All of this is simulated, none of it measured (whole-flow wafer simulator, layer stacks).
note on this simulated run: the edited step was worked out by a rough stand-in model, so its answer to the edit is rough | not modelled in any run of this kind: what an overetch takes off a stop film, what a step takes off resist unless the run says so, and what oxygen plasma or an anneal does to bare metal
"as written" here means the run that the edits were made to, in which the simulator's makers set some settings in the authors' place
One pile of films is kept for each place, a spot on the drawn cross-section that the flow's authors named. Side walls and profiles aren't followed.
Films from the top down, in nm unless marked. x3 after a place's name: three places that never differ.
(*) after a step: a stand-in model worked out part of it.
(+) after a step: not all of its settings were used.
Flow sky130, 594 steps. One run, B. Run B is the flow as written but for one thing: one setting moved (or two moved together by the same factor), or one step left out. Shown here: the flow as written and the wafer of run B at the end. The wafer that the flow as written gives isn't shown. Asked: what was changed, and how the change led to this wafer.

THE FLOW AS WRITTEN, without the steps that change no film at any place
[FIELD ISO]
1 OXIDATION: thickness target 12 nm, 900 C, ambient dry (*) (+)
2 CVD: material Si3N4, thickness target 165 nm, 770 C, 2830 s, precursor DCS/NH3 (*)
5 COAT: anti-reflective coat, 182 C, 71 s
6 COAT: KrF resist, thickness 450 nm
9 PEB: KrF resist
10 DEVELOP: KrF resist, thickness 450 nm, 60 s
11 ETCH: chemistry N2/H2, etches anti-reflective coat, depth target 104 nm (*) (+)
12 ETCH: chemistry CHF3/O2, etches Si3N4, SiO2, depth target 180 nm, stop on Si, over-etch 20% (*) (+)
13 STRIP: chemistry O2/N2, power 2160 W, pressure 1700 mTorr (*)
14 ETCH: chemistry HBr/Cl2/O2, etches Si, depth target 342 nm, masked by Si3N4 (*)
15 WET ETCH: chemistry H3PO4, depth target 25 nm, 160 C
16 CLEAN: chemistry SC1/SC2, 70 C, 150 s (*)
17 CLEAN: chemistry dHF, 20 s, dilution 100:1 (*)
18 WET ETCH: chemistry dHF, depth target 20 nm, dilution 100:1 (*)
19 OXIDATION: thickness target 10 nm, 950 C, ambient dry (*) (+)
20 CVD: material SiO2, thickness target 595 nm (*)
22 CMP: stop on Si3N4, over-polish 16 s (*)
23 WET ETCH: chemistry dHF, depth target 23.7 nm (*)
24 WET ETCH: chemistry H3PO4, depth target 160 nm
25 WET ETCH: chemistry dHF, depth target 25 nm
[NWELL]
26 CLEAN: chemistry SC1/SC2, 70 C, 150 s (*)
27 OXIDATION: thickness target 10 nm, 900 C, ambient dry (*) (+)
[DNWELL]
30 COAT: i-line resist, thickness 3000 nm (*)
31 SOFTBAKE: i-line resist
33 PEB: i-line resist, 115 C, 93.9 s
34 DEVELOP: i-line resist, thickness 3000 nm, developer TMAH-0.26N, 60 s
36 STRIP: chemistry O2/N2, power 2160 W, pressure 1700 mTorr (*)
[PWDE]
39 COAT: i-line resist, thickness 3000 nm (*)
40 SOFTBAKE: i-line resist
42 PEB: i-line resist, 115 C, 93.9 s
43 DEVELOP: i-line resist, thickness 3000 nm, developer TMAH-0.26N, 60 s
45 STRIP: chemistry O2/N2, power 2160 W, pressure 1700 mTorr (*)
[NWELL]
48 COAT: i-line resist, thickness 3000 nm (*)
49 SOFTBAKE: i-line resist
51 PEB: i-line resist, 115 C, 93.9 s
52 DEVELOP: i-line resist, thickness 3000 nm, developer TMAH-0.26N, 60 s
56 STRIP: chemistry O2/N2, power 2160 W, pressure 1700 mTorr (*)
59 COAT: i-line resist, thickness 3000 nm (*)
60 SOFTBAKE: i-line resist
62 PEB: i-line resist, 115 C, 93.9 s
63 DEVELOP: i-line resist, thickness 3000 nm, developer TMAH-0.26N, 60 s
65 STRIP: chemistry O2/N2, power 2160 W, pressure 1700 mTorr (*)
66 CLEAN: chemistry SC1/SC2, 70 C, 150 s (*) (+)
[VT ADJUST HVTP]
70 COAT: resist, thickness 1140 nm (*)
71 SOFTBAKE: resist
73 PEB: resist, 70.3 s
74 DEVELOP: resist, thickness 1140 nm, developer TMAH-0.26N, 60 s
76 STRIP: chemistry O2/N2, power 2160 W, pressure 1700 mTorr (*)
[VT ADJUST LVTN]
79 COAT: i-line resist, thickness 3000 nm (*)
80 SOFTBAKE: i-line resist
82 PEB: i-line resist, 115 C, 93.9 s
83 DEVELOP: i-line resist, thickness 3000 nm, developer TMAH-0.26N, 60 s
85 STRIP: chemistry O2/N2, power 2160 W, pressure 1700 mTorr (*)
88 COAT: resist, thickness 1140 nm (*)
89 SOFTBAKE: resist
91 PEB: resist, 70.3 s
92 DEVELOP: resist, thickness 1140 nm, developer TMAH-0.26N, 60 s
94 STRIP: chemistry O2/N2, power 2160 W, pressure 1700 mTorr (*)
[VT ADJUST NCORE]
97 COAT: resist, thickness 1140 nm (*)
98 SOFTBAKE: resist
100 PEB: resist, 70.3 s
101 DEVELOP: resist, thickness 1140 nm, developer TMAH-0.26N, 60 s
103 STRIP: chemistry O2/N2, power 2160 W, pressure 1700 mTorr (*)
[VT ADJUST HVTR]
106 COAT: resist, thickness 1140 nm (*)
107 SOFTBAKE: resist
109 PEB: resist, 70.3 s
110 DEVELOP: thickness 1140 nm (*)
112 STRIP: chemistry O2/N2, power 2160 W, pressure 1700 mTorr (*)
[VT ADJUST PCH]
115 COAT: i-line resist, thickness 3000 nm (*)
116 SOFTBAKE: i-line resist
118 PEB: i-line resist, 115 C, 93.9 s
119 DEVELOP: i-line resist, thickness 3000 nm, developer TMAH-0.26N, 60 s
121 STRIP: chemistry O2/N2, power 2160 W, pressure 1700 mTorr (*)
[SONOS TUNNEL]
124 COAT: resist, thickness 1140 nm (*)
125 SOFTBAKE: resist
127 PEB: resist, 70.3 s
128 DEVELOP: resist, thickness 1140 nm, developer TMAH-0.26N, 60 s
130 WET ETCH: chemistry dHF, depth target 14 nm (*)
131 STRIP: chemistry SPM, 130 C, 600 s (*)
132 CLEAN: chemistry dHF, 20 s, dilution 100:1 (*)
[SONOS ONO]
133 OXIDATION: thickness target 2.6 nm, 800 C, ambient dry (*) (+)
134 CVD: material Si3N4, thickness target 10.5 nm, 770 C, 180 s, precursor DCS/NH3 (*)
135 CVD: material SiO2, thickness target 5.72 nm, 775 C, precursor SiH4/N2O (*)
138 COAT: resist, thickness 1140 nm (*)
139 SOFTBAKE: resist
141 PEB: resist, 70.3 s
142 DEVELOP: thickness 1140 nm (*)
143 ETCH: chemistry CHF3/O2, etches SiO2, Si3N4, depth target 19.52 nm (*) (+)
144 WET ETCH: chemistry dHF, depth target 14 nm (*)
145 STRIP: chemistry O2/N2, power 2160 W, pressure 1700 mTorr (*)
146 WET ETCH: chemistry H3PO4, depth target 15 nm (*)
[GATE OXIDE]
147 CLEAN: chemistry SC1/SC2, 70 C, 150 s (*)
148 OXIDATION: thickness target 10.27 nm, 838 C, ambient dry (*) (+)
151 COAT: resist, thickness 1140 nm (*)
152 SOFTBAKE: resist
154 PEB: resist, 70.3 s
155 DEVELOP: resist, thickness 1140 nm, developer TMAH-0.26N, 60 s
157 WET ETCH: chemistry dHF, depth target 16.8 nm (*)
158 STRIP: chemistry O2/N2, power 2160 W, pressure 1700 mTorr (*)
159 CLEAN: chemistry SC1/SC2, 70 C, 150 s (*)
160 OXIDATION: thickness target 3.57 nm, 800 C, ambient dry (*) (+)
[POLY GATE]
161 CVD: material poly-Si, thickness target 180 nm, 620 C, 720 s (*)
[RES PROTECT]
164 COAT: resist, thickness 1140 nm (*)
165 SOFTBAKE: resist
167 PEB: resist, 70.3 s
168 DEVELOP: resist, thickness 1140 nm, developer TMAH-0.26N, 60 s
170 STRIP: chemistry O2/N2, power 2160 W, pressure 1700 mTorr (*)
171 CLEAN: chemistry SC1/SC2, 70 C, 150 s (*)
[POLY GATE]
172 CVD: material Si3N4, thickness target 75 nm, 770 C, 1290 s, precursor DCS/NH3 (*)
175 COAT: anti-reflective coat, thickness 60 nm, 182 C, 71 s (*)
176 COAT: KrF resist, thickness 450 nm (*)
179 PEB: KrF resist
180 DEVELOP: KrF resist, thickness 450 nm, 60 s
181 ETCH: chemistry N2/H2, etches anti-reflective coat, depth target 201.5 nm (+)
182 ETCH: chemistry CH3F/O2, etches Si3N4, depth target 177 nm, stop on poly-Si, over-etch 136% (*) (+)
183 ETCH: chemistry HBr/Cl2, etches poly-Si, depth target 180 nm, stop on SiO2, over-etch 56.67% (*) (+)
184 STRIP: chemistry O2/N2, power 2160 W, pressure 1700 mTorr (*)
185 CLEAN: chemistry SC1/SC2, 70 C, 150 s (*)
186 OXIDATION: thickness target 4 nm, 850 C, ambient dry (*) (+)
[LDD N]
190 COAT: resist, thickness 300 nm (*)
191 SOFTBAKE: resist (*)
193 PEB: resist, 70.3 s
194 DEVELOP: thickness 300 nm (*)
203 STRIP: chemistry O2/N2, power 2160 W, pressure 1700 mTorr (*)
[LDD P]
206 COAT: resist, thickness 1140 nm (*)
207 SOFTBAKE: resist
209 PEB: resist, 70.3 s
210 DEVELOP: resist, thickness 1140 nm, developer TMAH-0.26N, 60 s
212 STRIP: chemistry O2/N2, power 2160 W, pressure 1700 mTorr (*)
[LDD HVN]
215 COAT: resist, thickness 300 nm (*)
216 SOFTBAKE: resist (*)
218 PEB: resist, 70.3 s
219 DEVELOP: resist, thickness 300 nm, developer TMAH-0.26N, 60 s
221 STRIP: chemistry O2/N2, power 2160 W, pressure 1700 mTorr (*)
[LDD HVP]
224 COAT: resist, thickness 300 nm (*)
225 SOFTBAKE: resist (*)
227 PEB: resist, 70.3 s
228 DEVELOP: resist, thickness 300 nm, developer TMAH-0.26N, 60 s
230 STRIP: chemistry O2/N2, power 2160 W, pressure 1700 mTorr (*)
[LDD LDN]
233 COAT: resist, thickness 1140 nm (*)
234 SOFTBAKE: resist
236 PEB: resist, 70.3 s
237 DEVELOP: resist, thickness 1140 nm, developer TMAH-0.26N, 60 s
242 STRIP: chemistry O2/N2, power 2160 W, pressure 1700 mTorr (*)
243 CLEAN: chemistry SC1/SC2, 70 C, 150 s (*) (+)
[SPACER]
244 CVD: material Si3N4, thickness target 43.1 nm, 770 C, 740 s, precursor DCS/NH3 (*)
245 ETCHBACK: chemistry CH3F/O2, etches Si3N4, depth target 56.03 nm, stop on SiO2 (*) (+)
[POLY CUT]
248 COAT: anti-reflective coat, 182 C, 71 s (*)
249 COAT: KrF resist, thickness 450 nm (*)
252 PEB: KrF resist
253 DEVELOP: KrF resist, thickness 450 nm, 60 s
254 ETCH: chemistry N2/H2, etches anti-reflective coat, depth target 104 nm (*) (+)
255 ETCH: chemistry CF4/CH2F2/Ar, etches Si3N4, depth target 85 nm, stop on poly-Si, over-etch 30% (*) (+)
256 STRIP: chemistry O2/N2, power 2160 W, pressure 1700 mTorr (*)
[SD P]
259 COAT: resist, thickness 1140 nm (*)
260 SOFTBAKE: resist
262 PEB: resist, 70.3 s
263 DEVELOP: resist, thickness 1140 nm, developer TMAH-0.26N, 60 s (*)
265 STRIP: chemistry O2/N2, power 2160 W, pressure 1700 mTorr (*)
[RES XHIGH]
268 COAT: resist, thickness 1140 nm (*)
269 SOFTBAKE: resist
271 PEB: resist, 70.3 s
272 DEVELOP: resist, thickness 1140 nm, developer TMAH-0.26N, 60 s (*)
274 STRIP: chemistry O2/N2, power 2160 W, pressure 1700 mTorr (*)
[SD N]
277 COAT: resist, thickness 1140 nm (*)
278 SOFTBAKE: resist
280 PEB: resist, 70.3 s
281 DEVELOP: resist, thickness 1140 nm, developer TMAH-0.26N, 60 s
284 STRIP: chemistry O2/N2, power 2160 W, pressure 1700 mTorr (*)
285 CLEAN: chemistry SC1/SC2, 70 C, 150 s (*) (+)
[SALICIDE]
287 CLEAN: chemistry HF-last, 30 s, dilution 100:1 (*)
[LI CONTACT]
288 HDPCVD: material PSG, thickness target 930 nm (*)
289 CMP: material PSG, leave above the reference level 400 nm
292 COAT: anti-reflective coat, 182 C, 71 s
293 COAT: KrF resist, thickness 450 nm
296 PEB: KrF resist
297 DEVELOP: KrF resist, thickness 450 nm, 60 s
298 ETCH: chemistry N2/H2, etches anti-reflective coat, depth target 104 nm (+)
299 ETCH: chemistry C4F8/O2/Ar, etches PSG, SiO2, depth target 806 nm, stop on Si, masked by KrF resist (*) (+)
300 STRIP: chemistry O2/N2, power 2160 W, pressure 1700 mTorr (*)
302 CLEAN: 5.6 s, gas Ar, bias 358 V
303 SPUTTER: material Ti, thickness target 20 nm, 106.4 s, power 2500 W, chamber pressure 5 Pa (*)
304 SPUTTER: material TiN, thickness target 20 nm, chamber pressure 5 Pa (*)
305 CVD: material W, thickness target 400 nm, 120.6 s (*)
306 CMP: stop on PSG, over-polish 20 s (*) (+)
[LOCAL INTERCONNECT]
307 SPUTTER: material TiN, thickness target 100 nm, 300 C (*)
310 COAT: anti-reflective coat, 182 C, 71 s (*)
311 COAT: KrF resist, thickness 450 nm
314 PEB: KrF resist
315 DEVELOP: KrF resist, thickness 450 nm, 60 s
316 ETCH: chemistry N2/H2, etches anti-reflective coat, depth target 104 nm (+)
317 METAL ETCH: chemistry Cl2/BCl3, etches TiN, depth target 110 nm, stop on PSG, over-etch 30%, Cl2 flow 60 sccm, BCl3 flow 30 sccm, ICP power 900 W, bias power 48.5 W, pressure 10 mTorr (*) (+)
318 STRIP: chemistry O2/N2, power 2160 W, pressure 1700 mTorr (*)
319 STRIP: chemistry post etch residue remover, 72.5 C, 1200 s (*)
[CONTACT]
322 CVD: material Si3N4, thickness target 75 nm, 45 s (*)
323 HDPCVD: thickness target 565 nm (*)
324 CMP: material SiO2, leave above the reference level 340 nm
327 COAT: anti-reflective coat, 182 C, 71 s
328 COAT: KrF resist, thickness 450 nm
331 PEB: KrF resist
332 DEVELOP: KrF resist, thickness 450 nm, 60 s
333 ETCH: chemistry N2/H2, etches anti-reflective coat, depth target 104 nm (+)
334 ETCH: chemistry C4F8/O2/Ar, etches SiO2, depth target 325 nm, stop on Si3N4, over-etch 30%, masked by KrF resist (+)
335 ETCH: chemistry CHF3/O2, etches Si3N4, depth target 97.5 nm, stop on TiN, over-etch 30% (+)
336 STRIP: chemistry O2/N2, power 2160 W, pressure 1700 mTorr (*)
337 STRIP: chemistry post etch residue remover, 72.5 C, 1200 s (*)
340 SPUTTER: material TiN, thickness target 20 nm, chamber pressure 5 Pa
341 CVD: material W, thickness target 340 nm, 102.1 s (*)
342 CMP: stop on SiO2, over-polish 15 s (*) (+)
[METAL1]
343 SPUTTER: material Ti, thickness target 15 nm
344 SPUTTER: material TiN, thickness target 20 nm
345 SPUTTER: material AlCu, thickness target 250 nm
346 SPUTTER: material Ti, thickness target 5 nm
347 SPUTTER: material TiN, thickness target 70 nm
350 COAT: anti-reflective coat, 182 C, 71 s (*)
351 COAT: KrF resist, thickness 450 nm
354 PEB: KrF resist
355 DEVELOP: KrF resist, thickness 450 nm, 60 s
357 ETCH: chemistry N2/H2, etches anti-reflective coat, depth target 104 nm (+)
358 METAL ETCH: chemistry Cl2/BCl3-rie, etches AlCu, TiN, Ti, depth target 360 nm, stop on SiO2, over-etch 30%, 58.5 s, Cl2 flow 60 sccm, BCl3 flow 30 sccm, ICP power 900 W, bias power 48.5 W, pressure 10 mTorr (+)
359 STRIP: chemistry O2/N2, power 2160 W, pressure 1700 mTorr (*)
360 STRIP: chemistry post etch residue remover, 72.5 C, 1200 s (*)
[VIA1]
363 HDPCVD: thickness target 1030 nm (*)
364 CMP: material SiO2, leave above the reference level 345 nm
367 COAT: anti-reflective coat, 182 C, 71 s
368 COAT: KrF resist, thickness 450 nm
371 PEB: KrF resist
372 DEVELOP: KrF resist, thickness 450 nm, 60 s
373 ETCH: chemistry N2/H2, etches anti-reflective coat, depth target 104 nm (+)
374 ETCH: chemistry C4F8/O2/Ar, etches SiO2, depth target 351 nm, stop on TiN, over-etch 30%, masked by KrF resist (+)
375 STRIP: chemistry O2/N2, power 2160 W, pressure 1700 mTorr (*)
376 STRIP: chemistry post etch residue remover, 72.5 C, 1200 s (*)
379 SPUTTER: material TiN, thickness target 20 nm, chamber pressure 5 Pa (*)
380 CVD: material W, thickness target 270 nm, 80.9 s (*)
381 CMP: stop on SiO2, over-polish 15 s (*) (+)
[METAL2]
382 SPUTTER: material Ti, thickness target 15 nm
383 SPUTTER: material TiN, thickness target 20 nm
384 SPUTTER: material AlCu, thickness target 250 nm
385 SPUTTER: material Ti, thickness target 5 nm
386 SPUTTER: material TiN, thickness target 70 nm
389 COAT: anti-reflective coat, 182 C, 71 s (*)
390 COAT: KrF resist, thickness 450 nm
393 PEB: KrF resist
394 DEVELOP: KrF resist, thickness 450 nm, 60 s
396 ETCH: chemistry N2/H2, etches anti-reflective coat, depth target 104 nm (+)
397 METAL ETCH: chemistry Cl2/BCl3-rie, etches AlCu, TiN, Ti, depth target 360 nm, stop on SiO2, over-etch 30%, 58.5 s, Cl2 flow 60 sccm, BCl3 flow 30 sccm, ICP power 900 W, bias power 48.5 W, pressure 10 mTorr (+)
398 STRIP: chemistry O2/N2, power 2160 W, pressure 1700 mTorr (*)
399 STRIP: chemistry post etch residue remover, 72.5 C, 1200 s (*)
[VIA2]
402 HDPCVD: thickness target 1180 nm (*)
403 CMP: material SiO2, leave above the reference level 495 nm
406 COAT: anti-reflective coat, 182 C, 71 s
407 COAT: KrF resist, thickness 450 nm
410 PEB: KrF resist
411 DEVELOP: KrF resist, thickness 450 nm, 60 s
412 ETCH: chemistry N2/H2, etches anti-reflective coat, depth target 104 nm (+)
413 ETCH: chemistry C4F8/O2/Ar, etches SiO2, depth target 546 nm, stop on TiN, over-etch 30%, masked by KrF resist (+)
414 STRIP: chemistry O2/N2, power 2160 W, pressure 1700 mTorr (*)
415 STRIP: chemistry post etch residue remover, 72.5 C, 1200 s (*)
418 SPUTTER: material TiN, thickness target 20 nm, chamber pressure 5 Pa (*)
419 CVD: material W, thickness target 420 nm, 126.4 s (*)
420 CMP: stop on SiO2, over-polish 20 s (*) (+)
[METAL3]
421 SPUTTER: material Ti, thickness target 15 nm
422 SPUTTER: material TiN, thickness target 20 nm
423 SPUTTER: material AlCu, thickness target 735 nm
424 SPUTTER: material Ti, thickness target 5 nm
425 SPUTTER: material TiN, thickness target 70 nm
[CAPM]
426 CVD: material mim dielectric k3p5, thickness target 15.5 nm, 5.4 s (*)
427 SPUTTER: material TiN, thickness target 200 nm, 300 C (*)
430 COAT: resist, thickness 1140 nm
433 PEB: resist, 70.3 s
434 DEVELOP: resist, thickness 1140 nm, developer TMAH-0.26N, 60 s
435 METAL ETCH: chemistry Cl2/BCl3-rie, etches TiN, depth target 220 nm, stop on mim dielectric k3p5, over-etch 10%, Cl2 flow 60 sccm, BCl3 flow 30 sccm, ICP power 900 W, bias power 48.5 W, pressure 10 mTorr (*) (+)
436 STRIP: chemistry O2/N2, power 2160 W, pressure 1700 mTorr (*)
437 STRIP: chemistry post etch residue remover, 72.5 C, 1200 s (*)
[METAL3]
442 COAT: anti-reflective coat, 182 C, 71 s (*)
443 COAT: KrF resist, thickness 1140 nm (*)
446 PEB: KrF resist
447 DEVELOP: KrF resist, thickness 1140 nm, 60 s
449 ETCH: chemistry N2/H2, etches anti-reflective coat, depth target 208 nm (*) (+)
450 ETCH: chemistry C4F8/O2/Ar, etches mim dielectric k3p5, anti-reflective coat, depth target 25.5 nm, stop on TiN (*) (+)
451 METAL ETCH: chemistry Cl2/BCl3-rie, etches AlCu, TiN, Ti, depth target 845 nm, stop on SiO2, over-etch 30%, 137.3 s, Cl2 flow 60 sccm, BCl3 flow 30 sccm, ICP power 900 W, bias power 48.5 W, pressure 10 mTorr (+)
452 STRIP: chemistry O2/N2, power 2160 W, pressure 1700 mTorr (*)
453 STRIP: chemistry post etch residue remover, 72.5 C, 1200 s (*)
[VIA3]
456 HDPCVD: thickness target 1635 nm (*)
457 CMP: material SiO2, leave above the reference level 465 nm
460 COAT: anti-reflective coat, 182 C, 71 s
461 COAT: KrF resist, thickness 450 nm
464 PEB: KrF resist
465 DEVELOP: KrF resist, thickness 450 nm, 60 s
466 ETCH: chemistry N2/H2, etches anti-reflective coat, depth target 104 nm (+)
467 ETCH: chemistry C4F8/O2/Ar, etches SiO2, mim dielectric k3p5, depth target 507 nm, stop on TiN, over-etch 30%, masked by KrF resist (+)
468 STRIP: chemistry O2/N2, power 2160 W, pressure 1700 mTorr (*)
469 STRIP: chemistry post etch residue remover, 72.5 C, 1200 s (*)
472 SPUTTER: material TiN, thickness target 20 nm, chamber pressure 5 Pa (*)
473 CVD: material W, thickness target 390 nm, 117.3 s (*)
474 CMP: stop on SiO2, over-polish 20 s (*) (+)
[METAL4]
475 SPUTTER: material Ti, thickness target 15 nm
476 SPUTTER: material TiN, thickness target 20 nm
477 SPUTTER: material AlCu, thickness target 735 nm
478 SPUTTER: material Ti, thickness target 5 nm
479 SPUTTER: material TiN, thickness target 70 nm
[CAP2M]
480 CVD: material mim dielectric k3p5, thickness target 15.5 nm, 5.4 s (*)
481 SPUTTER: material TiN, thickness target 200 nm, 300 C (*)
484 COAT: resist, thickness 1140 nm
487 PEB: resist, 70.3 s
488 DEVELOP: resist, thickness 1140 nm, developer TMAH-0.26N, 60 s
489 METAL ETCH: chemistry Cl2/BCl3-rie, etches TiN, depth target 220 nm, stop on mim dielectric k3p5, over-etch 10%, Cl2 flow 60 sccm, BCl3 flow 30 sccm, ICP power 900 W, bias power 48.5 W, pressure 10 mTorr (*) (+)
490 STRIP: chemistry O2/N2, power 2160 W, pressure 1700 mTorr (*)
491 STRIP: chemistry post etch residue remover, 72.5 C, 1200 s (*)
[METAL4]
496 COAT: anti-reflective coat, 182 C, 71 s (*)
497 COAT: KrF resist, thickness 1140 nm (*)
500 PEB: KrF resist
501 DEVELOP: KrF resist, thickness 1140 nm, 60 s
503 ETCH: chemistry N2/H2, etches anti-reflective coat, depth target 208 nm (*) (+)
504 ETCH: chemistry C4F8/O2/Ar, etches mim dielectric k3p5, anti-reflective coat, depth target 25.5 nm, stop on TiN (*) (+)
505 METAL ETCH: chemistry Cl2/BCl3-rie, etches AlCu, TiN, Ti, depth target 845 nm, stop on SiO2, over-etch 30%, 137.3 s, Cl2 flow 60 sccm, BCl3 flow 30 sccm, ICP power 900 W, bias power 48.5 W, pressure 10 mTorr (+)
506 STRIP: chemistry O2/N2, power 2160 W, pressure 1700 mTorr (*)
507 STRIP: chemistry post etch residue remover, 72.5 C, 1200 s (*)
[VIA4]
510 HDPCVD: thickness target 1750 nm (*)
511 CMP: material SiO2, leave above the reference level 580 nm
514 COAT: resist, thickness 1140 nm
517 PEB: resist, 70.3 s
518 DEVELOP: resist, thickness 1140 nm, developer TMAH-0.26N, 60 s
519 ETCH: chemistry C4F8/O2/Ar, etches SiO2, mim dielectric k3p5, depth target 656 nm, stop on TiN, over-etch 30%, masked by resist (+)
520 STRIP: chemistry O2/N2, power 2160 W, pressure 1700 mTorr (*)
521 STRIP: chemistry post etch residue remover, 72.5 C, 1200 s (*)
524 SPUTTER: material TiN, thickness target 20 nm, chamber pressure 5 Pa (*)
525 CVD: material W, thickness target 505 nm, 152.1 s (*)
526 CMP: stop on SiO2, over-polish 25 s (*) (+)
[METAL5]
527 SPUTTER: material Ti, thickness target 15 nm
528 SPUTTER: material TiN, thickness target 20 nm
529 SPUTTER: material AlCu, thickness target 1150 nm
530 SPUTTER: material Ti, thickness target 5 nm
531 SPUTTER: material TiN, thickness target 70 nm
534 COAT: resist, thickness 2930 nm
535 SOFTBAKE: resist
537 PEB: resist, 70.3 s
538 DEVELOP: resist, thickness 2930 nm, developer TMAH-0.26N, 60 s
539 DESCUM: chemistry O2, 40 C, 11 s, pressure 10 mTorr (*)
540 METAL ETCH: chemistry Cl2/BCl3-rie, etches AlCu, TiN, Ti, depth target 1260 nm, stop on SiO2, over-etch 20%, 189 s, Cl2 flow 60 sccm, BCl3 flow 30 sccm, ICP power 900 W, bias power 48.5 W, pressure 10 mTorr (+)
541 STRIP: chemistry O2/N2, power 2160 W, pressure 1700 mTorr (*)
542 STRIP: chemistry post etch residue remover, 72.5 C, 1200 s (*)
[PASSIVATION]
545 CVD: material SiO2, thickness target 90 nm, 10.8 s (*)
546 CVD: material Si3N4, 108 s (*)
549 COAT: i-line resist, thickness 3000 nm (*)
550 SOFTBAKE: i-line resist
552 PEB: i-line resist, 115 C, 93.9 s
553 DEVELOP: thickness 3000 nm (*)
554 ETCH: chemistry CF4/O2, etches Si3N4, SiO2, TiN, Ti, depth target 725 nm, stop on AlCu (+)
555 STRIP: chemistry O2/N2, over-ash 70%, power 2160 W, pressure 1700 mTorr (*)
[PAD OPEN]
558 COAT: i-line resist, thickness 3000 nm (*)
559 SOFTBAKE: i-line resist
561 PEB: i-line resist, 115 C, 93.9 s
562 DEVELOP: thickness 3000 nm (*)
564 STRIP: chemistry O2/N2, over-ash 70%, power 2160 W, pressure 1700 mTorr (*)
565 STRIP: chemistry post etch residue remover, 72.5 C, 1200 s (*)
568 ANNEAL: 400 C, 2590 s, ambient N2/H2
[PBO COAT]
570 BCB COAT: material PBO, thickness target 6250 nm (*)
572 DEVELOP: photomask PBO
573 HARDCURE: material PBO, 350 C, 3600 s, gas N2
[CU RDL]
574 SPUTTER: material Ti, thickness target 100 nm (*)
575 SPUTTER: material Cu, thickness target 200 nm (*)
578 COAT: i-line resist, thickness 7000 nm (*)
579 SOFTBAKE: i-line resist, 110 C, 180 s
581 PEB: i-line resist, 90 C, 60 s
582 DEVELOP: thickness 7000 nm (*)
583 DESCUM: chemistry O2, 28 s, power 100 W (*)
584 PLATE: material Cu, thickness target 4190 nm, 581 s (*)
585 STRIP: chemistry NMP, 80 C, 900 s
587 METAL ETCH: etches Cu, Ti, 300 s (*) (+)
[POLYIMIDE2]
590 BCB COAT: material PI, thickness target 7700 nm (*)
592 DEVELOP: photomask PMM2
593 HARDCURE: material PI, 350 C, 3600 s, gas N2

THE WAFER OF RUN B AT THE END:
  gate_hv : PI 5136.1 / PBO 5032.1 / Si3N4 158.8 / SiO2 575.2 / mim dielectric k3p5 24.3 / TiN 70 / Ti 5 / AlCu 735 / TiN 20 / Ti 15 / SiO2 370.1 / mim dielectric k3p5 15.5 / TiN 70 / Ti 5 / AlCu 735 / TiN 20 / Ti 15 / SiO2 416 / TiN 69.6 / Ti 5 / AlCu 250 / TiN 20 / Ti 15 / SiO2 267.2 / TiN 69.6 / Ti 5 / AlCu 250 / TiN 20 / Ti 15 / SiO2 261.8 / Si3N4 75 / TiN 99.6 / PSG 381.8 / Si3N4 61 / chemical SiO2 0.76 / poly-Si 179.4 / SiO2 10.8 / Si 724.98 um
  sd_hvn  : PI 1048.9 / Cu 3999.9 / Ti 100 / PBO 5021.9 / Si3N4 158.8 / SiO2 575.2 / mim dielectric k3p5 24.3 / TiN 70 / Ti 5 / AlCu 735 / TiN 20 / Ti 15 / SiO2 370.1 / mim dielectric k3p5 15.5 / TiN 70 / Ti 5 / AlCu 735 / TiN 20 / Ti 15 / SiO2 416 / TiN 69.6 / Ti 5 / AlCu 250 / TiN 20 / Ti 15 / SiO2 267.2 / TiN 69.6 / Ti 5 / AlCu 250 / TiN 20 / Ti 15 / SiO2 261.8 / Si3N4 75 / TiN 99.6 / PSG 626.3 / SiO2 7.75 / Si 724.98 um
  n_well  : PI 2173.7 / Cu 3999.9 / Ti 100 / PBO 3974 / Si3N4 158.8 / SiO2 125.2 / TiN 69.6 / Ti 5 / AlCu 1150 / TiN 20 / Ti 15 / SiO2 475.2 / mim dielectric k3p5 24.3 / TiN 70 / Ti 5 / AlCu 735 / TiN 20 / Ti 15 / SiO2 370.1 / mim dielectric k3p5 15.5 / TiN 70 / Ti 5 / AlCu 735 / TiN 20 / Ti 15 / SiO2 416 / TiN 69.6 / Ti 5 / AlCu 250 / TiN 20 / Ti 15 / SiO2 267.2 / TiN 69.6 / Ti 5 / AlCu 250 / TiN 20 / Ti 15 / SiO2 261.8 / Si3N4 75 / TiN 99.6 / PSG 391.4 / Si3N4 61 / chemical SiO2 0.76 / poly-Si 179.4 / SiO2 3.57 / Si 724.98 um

The cause: step 480, CVD: thickness target 24.3 nm was run, where the flow has thickness target 15.5 nm; step 480, CVD: 8.48 s was run, where the flow has 5.4 s.
It can be read off the wafer: gate_hv has mim dielectric k3p5 24.3, and step 480 as written asks for 15.5 nm.

How the change led to this, step by step:
  480 CVD: material mim dielectric k3p5, thickness target 15.5 nm, 5.4 s (*)
      field, active, n_well and 189 more: mim dielectric k3p5 +24.3 (new film) (as written it would be: mim dielectric k3p5 +15.5 (new film))
  504 ETCH: chemistry C4F8/O2/Ar, etches mim dielectric k3p5, anti-reflective coat, depth target 25.5 nm, stop on TiN (*) (+)
      n_well, p_well, gate_hv and 102 more: KrF resist -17 (as written it would be: KrF resist -15.5)
      field, active, gate and 85 more: mim dielectric k3p5 -24.3 (all of it) (as written it would be: mim dielectric k3p5 -15.5 (all of it))
  519 ETCH: chemistry C4F8/O2/Ar, etches SiO2, mim dielectric k3p5, depth target 656 nm, stop on TiN, over-etch 30%, masked by resist (+)
      m1: SiO2 -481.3 (all of it), mim dielectric k3p5 -24.3 (all of it) (as written it would be: SiO2 -490.1 (all of it), mim dielectric k3p5 -15.5 (all of it))
      via4_hole: SiO2 -480.7 (all of it), mim dielectric k3p5 -24.3 (all of it) (as written it would be: SiO2 -489.5 (all of it), mim dielectric k3p5 -15.5 (all of it))
